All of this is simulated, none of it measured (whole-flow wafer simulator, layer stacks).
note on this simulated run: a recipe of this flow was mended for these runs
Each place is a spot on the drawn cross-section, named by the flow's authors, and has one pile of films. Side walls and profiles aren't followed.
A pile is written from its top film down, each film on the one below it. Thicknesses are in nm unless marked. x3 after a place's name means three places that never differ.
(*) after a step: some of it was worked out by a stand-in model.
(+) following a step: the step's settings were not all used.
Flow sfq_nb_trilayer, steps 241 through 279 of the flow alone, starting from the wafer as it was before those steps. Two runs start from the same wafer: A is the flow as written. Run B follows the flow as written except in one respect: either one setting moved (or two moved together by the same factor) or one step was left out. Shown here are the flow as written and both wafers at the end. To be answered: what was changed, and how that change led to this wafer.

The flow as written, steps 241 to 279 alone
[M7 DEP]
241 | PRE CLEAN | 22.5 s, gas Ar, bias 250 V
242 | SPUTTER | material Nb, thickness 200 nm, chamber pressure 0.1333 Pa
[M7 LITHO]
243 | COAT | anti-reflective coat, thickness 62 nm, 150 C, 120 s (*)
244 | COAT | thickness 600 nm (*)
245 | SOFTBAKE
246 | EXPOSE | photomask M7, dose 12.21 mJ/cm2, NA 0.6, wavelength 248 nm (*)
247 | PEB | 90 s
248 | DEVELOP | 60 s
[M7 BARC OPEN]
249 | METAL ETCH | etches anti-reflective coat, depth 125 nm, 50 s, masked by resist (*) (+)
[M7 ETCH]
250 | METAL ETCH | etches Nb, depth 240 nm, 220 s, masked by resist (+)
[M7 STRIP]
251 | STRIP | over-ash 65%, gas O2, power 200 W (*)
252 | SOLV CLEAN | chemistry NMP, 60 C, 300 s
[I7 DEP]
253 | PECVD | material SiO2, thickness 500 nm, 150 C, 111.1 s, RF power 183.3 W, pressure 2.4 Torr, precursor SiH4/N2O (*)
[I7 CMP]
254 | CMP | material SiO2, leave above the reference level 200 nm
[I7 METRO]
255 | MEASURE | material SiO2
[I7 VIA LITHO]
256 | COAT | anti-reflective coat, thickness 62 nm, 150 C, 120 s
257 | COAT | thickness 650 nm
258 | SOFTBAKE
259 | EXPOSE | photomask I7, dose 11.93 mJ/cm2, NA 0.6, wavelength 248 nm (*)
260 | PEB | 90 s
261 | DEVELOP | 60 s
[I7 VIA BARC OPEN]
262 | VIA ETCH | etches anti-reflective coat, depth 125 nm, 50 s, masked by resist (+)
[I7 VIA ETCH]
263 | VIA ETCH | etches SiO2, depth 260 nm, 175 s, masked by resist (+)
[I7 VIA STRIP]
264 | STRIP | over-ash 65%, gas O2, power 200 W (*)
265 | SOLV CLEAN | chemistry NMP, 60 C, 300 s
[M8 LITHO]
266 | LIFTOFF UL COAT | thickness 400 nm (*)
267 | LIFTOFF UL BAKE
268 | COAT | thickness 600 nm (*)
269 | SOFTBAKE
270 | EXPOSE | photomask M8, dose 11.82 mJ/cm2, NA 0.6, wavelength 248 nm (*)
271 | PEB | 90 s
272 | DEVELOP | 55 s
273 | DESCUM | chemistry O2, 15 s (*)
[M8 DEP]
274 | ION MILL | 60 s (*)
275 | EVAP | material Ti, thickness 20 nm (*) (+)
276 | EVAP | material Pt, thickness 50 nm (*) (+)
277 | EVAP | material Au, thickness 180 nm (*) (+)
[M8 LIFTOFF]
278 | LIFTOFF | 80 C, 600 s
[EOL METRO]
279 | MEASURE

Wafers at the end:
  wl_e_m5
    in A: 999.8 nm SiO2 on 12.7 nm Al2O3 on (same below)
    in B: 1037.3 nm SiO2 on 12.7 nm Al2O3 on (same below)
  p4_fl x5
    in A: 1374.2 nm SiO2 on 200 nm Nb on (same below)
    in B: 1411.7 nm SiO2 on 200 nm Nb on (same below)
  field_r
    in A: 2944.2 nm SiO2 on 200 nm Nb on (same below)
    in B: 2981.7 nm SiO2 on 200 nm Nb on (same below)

What caused this: step 242, SPUTTER: thickness 237.5 nm was run, whereas the flow has thickness 200 nm.

How this came from the change, step by step:
  242 | SPUTTER | material Nb, thickness 200 nm, chamber pressure 0.1333 Pa
      field_l, v_sur, via_wl and 102 more: A +200 Nb (new film) | B +237.5 Nb (new film)
      via_v: A +159.9 Nb | B +190 Nb
  243 | COAT | anti-reflective coat, thickness 62 nm, 150 C, 120 s (*)
      via_v: A +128 anti-reflective coat (new film) | B +130.8 anti-reflective coat (new film)
  250 | METAL ETCH | etches Nb, depth 240 nm, 220 s, masked by resist (+)
      field_l, field_r, lsp_l and 62 more: A -200 Nb (all of it), -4 SiO2 | B -237.5 Nb (all of it), -0.25 SiO2
  251 | STRIP | over-ash 65%, gas O2, power 200 W (*)
      via_v: A -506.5 KrF-resist-other-grade (all of it), -128 anti-reflective coat (all of it) | B -510.6 KrF-resist-other-grade (all of it), -130.8 anti-reflective coat (all of it)
  253 | PECVD | material SiO2, thickness 500 nm, 150 C, 111.1 s, RF power 183.3 W, pressure 2.4 Torr, precursor SiH4/N2O (*)
      m7r_space_l x2: A +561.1 SiO2 | B +594.8 SiO2
  254 | CMP | material SiO2, leave above the reference level 200 nm
      field_l, p4_fl x5, p4_w1 x9 and 44 more: A -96 SiO2 | B -62.2 SiO2
      field_r, lsp_l: A -73.2 SiO2 | B -35.7 SiO2
      (and at 2 other places as well)
